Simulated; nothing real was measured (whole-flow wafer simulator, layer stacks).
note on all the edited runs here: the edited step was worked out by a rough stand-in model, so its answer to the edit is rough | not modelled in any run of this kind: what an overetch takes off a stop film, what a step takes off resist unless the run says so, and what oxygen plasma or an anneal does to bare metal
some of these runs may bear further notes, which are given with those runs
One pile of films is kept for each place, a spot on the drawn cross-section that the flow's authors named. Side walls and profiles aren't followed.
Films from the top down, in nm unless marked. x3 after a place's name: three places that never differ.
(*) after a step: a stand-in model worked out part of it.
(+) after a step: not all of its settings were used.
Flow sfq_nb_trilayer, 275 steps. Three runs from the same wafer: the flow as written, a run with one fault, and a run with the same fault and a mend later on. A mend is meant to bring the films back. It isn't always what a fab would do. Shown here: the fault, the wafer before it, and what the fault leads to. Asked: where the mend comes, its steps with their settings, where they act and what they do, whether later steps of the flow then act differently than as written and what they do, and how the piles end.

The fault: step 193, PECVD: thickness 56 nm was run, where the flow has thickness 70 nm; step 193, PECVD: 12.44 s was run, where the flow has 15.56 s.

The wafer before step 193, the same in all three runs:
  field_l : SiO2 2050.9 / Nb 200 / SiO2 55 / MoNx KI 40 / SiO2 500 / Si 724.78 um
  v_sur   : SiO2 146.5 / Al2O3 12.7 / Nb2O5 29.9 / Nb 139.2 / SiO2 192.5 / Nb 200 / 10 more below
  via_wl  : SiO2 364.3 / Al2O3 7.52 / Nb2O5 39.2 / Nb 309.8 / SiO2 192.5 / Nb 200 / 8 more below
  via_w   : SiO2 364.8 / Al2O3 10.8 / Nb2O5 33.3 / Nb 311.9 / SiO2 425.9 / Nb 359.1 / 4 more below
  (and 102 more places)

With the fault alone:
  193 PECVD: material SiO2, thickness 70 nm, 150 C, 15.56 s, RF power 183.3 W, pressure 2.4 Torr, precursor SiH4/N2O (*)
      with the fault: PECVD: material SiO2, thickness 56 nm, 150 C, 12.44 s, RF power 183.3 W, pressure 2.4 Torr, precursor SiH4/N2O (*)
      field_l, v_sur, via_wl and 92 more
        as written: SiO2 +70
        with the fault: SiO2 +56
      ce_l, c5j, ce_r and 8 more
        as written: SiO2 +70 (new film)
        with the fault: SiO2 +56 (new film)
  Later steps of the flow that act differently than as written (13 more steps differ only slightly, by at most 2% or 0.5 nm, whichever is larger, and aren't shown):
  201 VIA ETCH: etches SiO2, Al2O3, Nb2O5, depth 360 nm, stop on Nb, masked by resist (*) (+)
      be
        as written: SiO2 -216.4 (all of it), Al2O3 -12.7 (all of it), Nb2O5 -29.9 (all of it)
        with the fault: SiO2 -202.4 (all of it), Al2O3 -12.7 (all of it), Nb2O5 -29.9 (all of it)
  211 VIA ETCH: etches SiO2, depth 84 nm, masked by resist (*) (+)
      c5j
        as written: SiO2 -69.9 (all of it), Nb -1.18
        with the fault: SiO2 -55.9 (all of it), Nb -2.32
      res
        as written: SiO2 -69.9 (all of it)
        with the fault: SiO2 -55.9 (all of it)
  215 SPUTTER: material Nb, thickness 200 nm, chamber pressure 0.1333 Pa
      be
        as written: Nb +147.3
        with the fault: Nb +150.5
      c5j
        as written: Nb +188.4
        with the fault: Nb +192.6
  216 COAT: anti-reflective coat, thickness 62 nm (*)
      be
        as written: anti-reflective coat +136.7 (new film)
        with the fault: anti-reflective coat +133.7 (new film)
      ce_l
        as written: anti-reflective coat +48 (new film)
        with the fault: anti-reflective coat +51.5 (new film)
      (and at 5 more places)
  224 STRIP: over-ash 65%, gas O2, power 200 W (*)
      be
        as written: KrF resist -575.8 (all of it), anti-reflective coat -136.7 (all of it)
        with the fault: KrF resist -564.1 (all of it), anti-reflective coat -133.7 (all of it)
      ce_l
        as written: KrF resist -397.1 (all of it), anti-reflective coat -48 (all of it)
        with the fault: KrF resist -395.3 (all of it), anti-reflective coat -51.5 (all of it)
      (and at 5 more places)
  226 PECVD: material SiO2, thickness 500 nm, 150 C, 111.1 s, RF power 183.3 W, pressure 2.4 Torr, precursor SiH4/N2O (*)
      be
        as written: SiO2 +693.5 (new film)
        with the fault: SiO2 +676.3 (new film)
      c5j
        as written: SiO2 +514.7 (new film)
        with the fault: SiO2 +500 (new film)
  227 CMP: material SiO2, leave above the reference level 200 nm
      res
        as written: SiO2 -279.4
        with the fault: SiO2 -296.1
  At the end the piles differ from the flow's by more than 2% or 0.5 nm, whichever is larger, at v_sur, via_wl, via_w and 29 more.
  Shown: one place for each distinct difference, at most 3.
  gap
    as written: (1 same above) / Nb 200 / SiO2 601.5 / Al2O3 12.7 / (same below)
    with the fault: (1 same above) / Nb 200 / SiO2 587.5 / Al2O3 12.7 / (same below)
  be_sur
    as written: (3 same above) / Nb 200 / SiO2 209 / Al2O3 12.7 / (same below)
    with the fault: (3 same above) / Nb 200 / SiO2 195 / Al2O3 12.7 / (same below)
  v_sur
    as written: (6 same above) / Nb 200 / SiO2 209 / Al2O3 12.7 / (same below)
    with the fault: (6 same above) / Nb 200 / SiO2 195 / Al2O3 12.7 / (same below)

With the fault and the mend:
  The mend comes after step 199.
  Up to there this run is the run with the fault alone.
  199a STRIP: over-ash 65%, gas O2, power 200 W (*)
      p4_fl x3, p4_w1 x9, p4_g1 x2 and 33 more
        KrF resist -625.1 (all of it), anti-reflective coat -62 (all of it)
      wl_b_m5, wl_b_sr, wl_c_sl and 12 more
        KrF resist -625 (all of it), anti-reflective coat -62 (all of it)
      v_sur, via_wl, via_w
        KrF resist -625.7 (all of it), anti-reflective coat -62.2 (all of it)
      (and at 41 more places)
  199b PECVD: material SiO2, thickness 14 nm, 150 C, 3.111 s, RF power 183.3 W, pressure 2.4 Torr, precursor SiH4/N2O (*) (the flow's step 193 once more, with other settings)
      field_l, v_sur, via_wl and 103 more
        SiO2 +14
  199c COAT: anti-reflective coat, thickness 62 nm (*) (the flow's step 194 once more)
      p4_fl x3, p4_w1 x9, p4_g1 x2 and 50 more
        anti-reflective coat +62 (new film)
      via_wr, via_sp, via_v, wire, lsp_r, l0_sur, l0v
        anti-reflective coat +62.3 (new film)
      be, be_sur, gap, lsp_m, ln_m6
        anti-reflective coat +62.4 (new film)
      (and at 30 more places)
  199d COAT: KrF resist, thickness 650 nm (*) (the flow's step 195 once more)
      p4_fl x3, p4_w1 x9, p4_g1 x2 and 33 more
        KrF resist +650 (new film)
      wl_b_m5, wl_b_sr, wl_c_sl and 12 more
        KrF resist +649.9 (new film)
      v_sur, via_wl, via_w
        KrF resist +650.6 (new film)
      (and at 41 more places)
  199e SOFTBAKE: KrF resist (the flow's step 196 once more)
      changes no film at any place that is followed
  199f EXPOSE: photomask I5, dose 12.41 mJ/cm2, NA 0.6, wavelength 248 nm (*) (the flow's step 197 once more)
      changes no film at any place that is followed
  199g PEB: KrF resist, 90 s (the flow's step 198 once more)
      field_l, v_sur, via_wl and 87 more
        KrF resist -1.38
      jj_sur, ce_l, sp_r, moat, field_r, wl_jj
        KrF resist -1.39
      be_r, r_sur, res, r_end
        KrF resist -1.33
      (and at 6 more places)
  199h DEVELOP: KrF resist, thickness 650 nm, 60 s (the flow's step 199 once more)
      field_l, v_sur, via_wl and 102 more
        KrF resist -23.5
      be
        KrF resist -649.8 (all of it)
  No later step of the flow acts differently than as written, at any place that is followed, by more than 2% or 0.5 nm, whichever is larger.
  At the end the piles are the same as the flow's at every place that both follow.
